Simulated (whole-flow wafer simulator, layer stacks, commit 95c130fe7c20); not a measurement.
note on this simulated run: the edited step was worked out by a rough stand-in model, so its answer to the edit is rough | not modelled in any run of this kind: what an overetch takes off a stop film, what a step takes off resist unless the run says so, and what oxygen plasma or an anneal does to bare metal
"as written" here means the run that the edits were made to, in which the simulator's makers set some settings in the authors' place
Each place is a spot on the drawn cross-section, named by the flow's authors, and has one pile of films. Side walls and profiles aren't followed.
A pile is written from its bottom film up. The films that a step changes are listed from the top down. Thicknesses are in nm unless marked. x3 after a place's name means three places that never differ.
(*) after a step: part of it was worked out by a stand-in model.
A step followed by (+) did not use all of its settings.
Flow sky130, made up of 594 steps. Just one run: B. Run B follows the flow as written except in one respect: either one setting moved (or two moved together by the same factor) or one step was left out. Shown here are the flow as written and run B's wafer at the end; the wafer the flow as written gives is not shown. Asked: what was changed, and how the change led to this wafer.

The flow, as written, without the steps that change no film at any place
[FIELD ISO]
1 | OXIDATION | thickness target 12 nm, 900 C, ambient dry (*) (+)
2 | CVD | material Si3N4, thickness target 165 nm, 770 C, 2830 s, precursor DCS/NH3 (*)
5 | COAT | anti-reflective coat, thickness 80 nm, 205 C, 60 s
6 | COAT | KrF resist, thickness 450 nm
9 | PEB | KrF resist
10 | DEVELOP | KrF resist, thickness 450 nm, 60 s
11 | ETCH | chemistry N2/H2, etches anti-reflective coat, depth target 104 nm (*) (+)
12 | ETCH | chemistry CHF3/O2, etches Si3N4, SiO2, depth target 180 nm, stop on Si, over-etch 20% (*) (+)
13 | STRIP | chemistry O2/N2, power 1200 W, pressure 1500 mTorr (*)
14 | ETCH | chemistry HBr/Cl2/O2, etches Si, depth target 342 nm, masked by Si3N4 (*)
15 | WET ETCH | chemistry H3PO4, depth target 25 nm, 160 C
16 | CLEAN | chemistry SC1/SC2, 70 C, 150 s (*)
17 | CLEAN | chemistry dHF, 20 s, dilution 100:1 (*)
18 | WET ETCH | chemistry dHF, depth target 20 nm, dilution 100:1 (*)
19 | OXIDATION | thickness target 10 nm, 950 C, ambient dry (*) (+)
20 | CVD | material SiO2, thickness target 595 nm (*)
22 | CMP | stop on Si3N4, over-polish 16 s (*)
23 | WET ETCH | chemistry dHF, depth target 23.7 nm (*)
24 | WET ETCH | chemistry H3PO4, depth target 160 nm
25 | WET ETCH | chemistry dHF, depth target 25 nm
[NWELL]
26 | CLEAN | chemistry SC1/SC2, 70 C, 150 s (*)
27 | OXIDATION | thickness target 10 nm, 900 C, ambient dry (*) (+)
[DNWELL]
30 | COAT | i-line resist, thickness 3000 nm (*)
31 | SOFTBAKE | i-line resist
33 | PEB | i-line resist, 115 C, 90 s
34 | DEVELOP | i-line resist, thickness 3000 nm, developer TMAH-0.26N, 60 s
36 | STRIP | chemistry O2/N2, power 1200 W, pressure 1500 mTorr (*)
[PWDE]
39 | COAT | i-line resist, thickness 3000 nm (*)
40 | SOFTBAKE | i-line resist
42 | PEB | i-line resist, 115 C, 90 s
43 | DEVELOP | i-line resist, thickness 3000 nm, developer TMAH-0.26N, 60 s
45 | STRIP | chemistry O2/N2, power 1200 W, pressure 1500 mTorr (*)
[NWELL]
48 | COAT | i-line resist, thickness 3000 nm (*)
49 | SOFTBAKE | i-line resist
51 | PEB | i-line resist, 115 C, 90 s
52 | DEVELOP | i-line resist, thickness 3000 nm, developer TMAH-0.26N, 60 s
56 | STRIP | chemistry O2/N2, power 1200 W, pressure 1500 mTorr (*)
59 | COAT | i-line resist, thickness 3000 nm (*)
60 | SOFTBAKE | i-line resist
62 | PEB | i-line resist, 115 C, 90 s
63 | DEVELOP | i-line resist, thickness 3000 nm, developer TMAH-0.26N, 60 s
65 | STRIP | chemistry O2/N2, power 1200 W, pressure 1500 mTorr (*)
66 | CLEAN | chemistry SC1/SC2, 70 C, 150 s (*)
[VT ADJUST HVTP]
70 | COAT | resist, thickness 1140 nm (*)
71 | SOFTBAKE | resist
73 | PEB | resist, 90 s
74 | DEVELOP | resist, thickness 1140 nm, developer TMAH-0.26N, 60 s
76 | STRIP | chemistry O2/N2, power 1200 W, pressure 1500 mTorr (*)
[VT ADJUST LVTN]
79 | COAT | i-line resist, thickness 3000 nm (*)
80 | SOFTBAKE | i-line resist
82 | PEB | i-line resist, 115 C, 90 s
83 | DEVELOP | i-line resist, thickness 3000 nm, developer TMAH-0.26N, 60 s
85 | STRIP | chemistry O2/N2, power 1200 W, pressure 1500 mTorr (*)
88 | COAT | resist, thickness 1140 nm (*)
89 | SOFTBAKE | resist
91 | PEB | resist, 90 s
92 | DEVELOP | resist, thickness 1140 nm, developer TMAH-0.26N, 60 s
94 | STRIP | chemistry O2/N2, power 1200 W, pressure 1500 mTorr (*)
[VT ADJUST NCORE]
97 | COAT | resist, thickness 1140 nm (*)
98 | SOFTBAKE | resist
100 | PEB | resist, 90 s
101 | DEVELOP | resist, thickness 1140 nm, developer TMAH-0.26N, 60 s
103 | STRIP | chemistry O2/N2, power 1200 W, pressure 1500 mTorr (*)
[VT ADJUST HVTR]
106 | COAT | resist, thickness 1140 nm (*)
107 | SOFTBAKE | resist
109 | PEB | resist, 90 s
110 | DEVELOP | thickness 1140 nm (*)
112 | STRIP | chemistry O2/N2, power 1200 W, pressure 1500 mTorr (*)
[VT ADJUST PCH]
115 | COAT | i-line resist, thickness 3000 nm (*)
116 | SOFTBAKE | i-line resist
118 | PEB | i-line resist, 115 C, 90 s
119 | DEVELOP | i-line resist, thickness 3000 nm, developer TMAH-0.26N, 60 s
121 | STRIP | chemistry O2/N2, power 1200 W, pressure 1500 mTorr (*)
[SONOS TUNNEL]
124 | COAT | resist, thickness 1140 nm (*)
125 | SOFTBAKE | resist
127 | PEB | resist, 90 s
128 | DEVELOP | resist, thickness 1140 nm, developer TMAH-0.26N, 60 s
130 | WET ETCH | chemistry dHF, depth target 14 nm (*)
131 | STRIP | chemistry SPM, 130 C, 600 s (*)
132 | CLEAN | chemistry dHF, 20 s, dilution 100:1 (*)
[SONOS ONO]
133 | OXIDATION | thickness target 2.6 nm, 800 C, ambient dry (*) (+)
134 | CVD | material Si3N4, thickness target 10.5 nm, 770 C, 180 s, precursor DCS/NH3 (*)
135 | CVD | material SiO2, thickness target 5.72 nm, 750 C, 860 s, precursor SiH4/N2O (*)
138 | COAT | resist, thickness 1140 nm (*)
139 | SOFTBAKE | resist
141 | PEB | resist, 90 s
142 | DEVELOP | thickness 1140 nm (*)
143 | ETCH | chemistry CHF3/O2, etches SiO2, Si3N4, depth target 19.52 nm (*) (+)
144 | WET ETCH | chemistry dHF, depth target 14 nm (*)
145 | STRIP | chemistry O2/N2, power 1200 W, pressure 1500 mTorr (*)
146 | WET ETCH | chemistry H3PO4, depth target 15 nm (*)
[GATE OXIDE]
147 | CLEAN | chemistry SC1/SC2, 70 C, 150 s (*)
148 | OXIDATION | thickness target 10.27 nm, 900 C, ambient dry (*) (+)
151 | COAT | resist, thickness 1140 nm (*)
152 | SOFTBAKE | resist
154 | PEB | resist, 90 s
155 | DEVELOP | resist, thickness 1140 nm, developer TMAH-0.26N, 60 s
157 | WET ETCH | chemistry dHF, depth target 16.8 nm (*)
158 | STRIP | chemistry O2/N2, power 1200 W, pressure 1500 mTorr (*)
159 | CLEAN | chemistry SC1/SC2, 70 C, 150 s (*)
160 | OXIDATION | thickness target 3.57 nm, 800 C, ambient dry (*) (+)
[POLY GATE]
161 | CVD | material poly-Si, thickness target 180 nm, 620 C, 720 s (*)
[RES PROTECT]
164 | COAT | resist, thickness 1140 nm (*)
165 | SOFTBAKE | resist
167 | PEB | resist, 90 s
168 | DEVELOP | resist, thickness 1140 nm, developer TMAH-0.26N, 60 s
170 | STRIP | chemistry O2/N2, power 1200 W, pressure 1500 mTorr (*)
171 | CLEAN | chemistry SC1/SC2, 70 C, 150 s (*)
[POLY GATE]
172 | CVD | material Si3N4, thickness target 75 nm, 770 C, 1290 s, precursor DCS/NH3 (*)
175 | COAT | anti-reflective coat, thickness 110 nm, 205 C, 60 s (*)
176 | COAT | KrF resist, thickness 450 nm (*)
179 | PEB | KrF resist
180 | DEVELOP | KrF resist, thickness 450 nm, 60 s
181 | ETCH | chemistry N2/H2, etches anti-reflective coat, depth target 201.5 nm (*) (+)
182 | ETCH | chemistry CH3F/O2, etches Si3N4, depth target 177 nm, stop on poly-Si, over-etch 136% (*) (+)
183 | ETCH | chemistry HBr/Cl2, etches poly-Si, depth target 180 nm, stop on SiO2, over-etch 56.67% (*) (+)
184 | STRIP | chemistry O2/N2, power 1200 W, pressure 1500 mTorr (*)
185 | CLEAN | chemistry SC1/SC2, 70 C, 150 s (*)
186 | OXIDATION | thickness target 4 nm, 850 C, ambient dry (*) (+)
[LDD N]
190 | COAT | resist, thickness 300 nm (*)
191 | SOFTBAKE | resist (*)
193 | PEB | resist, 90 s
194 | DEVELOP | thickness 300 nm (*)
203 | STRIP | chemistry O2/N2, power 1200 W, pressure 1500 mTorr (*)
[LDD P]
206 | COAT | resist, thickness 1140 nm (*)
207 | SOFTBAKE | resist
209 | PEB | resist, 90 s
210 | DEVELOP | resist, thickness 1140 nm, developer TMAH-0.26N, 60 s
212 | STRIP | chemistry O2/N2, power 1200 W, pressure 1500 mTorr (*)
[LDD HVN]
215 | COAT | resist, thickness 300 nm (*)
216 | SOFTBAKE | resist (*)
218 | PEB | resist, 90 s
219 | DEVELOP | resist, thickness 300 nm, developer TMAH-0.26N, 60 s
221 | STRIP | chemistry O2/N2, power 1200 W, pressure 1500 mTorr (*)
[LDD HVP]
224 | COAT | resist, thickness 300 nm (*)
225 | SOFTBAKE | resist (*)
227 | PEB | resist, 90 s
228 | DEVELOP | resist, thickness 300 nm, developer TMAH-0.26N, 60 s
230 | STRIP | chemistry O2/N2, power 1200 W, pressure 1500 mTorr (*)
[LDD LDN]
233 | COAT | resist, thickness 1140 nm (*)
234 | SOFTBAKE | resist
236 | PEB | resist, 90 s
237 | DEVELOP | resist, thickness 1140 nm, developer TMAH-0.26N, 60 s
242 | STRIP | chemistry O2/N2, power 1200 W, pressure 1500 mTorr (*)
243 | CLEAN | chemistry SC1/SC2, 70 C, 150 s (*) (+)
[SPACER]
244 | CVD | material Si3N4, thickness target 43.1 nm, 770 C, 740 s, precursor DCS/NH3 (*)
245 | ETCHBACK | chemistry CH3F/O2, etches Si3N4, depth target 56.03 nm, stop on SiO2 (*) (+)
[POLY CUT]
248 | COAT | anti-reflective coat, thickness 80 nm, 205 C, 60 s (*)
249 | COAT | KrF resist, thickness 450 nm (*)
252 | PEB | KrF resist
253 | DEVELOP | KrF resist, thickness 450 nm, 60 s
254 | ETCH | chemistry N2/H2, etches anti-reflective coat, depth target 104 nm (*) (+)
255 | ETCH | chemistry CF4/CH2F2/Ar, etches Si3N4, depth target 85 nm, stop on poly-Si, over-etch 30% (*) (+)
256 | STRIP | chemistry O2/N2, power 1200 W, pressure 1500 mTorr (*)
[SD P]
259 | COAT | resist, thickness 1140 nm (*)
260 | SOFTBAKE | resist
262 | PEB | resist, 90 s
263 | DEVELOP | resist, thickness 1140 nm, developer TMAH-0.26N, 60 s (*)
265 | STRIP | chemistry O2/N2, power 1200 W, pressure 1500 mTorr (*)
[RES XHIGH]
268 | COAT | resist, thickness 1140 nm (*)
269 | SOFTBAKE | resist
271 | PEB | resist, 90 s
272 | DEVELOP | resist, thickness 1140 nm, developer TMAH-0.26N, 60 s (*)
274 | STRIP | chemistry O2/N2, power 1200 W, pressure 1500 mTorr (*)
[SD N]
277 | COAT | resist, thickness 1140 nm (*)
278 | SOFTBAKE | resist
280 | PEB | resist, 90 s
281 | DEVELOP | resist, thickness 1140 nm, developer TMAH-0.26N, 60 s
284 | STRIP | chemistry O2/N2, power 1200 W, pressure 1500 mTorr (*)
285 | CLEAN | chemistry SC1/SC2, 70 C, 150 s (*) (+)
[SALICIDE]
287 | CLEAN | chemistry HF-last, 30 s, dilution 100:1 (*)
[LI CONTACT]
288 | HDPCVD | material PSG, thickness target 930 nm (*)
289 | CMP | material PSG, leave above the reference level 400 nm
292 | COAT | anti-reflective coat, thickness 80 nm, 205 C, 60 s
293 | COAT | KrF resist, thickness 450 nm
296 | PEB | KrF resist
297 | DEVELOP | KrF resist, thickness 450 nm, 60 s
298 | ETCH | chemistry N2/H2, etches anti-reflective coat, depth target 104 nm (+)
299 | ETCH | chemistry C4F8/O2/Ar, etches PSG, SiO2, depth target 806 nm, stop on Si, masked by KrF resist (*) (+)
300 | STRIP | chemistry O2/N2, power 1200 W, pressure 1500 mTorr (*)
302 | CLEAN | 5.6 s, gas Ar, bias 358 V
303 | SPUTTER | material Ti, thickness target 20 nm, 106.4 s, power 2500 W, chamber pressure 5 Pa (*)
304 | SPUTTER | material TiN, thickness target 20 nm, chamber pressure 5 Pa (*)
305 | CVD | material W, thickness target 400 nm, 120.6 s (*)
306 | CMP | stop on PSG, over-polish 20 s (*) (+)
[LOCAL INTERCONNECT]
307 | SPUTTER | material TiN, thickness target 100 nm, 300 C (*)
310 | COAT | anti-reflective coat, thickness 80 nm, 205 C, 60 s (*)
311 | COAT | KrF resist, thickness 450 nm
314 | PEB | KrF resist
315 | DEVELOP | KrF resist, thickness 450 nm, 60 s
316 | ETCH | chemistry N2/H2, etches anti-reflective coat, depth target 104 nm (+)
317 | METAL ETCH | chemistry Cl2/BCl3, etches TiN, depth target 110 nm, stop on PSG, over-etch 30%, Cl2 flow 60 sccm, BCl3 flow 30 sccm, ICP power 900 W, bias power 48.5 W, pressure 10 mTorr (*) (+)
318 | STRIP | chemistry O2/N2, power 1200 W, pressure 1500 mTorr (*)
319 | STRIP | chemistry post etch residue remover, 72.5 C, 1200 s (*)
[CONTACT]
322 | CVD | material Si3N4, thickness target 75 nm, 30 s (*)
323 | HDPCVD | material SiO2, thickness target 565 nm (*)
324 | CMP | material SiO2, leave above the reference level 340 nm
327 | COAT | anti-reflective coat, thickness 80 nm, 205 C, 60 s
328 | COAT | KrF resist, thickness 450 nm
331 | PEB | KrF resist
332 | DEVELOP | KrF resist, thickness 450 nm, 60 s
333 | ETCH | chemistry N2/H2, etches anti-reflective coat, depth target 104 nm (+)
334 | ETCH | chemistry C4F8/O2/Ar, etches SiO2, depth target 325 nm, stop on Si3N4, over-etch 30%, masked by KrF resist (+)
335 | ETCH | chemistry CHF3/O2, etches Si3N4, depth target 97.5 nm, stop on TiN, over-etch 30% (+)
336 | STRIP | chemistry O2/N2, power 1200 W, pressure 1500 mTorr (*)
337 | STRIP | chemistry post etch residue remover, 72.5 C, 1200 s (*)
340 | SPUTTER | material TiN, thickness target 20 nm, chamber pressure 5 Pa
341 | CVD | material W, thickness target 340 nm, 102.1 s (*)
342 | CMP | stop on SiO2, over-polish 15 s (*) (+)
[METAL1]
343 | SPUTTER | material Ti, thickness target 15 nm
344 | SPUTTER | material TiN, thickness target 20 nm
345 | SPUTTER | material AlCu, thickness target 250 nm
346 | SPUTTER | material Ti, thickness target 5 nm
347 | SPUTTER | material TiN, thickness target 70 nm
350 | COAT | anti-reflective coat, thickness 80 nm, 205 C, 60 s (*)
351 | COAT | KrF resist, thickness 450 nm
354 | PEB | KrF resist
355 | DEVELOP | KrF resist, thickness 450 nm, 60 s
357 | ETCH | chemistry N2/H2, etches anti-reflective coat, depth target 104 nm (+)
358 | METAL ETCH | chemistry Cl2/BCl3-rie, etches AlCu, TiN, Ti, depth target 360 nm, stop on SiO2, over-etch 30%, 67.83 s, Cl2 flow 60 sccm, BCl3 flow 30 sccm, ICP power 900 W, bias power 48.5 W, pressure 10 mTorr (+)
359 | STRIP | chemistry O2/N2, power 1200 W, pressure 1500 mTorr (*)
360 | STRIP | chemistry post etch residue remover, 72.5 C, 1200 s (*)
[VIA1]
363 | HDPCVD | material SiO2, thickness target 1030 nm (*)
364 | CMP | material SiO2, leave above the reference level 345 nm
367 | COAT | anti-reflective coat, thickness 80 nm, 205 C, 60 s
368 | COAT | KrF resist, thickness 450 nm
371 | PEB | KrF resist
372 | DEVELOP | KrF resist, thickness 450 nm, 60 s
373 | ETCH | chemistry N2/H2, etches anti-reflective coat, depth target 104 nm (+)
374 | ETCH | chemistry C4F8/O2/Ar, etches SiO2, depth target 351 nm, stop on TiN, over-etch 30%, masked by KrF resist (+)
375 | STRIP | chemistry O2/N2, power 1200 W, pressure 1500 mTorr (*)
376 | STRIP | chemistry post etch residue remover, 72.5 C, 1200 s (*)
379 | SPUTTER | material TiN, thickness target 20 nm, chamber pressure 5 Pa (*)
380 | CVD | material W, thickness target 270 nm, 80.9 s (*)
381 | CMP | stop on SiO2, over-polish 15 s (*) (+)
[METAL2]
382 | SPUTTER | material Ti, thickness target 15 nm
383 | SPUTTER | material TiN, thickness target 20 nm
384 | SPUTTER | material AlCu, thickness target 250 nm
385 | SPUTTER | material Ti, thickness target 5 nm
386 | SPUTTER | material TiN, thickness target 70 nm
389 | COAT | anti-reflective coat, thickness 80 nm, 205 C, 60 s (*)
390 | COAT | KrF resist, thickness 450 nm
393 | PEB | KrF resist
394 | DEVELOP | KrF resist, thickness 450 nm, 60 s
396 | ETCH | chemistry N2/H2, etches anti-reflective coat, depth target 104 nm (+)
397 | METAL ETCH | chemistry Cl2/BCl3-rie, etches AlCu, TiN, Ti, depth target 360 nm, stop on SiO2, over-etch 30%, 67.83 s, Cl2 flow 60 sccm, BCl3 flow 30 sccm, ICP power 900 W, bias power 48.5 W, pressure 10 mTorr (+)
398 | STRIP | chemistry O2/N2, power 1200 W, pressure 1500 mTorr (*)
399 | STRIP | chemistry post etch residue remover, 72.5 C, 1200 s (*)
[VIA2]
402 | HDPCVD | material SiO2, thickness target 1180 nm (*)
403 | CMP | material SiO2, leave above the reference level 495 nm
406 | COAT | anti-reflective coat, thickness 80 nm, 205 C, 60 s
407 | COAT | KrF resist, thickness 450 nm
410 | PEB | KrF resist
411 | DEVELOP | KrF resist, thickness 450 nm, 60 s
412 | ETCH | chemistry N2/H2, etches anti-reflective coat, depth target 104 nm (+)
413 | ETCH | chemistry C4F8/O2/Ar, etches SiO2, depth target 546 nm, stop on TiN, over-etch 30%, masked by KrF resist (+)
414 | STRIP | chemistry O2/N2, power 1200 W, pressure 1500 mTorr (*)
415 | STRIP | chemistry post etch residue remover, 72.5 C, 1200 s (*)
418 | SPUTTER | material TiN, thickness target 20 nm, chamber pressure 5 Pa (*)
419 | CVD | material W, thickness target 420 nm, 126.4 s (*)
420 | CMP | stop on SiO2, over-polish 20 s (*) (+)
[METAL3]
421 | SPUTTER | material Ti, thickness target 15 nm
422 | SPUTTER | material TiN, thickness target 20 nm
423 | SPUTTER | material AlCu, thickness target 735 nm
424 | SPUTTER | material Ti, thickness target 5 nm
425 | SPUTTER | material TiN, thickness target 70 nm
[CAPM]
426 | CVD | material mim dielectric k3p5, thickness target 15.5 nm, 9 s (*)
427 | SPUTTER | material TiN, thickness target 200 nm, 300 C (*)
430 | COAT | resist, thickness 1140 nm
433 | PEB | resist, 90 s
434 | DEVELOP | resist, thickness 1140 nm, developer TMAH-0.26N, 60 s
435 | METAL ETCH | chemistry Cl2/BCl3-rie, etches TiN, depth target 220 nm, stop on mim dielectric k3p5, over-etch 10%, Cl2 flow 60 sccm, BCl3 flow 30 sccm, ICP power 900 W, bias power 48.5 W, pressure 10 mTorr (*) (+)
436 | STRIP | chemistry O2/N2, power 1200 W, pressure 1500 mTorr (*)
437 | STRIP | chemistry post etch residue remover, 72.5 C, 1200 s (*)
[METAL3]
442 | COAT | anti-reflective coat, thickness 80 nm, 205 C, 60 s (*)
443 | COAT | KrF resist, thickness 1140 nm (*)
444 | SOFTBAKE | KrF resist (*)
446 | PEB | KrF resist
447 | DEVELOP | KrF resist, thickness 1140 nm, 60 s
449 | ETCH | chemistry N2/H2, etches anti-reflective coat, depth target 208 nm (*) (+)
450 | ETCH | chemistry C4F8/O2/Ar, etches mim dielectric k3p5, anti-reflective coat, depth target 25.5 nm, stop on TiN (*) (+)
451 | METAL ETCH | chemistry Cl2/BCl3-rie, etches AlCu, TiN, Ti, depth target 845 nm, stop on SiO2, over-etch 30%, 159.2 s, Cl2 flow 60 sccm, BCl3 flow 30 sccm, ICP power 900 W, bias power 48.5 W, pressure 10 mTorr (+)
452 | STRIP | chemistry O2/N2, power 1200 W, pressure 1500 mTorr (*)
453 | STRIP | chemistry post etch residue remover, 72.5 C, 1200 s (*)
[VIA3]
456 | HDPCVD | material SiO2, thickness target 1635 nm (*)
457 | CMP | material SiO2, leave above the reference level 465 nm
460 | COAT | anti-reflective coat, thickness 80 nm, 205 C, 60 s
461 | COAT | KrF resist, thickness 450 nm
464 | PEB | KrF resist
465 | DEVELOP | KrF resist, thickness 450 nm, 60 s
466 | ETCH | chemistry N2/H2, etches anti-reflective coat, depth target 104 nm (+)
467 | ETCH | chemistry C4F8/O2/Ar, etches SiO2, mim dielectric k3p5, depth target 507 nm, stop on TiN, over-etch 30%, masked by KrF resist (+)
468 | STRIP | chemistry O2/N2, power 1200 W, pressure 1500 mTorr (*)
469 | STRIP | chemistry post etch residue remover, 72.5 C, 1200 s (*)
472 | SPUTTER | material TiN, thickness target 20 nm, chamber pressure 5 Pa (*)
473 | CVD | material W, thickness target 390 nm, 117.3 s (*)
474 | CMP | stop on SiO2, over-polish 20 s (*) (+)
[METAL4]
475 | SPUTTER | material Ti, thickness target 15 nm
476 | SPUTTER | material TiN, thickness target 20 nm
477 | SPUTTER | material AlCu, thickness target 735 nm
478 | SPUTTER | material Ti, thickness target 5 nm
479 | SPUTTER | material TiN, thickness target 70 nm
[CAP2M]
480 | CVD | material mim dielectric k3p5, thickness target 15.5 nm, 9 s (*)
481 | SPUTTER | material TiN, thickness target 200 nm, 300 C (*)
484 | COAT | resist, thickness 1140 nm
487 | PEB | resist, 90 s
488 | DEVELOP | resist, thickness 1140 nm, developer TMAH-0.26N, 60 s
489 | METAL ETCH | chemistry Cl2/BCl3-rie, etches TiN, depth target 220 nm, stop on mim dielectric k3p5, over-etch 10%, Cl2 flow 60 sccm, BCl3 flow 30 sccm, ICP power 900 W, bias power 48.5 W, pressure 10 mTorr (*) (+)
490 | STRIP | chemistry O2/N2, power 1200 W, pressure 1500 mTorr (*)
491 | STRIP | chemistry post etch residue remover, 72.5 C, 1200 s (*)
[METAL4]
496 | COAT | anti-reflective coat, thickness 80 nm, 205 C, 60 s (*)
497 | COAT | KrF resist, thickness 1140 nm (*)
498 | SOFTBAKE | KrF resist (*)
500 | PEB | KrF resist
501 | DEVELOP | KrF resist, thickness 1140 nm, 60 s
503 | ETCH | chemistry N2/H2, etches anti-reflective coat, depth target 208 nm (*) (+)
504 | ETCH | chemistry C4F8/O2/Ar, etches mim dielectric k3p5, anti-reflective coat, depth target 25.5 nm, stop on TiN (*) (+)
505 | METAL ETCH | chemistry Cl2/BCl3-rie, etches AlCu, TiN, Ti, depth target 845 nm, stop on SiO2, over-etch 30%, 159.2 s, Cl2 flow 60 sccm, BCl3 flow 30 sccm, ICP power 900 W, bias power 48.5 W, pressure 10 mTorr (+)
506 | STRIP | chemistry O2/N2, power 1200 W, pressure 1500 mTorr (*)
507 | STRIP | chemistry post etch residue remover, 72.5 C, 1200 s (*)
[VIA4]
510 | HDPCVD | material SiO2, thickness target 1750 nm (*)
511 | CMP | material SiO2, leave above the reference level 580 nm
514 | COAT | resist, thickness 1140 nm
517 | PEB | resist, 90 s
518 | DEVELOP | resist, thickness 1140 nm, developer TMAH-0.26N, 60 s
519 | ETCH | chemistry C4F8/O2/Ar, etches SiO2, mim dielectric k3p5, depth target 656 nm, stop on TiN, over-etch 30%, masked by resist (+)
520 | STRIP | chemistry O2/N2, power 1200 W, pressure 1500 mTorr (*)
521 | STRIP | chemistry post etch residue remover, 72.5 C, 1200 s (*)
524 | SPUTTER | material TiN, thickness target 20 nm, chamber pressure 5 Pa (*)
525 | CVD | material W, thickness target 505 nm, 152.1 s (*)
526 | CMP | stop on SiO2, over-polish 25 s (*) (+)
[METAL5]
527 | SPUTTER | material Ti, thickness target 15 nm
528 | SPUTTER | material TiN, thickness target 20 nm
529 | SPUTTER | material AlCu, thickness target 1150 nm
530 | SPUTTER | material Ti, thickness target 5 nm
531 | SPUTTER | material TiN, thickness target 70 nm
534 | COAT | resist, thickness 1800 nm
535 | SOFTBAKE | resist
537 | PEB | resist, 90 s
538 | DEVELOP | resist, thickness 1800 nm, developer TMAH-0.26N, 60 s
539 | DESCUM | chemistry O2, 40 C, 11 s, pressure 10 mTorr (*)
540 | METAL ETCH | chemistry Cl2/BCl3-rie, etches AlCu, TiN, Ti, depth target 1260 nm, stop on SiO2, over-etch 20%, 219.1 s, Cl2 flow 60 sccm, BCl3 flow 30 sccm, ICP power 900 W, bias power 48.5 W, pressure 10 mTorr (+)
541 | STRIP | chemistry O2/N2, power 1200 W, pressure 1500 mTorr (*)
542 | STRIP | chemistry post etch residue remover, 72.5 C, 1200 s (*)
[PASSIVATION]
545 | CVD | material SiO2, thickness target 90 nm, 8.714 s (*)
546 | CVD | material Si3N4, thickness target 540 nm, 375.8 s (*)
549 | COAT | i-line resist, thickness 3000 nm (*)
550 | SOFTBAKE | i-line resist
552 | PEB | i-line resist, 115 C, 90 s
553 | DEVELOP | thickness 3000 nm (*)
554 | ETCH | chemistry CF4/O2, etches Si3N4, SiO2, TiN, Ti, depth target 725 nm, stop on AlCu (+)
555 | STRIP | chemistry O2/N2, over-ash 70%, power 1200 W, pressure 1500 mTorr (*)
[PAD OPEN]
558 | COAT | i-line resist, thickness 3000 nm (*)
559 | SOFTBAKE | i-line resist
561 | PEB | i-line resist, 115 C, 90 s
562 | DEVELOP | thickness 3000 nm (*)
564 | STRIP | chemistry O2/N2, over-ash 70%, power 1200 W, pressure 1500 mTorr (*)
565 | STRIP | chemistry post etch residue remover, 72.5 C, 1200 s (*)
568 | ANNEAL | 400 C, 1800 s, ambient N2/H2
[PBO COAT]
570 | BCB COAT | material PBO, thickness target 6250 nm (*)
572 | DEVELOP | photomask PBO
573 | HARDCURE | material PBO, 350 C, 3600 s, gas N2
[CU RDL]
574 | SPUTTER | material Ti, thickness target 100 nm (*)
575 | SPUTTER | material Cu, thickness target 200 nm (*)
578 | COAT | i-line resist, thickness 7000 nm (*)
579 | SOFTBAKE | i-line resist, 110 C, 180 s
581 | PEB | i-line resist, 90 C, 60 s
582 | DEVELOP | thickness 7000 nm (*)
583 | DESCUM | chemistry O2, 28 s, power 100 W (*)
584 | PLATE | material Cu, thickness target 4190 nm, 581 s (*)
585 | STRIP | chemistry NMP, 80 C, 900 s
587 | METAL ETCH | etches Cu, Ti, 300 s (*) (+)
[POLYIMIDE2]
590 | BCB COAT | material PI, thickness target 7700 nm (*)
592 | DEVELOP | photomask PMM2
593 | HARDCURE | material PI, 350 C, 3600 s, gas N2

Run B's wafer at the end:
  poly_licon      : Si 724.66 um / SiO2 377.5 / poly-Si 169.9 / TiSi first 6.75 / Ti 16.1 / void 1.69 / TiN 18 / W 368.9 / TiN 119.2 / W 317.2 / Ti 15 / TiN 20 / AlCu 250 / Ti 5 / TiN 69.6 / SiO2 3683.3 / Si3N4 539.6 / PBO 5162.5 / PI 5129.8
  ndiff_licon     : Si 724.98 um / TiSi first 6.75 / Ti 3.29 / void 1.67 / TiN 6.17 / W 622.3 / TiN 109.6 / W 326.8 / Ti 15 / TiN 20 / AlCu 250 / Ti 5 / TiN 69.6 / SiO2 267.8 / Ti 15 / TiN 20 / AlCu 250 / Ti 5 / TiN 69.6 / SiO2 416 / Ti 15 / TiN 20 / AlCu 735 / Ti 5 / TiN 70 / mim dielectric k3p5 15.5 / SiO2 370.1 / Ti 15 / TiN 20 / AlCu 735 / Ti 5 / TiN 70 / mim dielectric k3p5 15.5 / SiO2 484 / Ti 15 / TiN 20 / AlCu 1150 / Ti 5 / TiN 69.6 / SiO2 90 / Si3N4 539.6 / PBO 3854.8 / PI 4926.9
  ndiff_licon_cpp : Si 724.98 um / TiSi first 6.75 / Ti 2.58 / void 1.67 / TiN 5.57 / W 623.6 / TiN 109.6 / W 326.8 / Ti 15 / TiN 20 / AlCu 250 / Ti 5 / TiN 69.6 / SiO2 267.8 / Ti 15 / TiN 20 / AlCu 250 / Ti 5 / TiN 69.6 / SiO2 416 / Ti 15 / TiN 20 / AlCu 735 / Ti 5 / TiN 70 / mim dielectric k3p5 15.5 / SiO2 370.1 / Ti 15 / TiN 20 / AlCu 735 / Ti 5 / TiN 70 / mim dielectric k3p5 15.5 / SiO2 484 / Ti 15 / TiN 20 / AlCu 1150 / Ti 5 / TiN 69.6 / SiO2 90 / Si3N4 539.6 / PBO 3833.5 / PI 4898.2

The reason: step 304, SPUTTER: thickness target 18 nm was run, whereas the flow has thickness target 20 nm.
The wafer itself shows it: poly_licon has TiN 18, and step 304 as written asks for 20 nm.

The path from the change to this, step by step:
  304 | SPUTTER | material TiN, thickness target 20 nm, chamber pressure 5 Pa (*)
      field, active, n_well and 185 more: +18 TiN (new film) (as written it would have been: +20 TiN (new film))
      ndiff_licon: +6.17 TiN (new film) (as written it would have been: +6.83 TiN (new film))
      (as well as at 2 more places)
  306 | CMP | stop on PSG, over-polish 20 s (*) (+)
      field, active, n_well and 184 more: -400 W (all of it), -18 TiN (all of it), -20 Ti (all of it), -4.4 PSG (as written it would have been: -400 W (all of it), -20 TiN (all of it), -20 Ti (all of it), -4.4 PSG)
      poly_licon: -31.1 W (as written it would have been: -33.1 W)
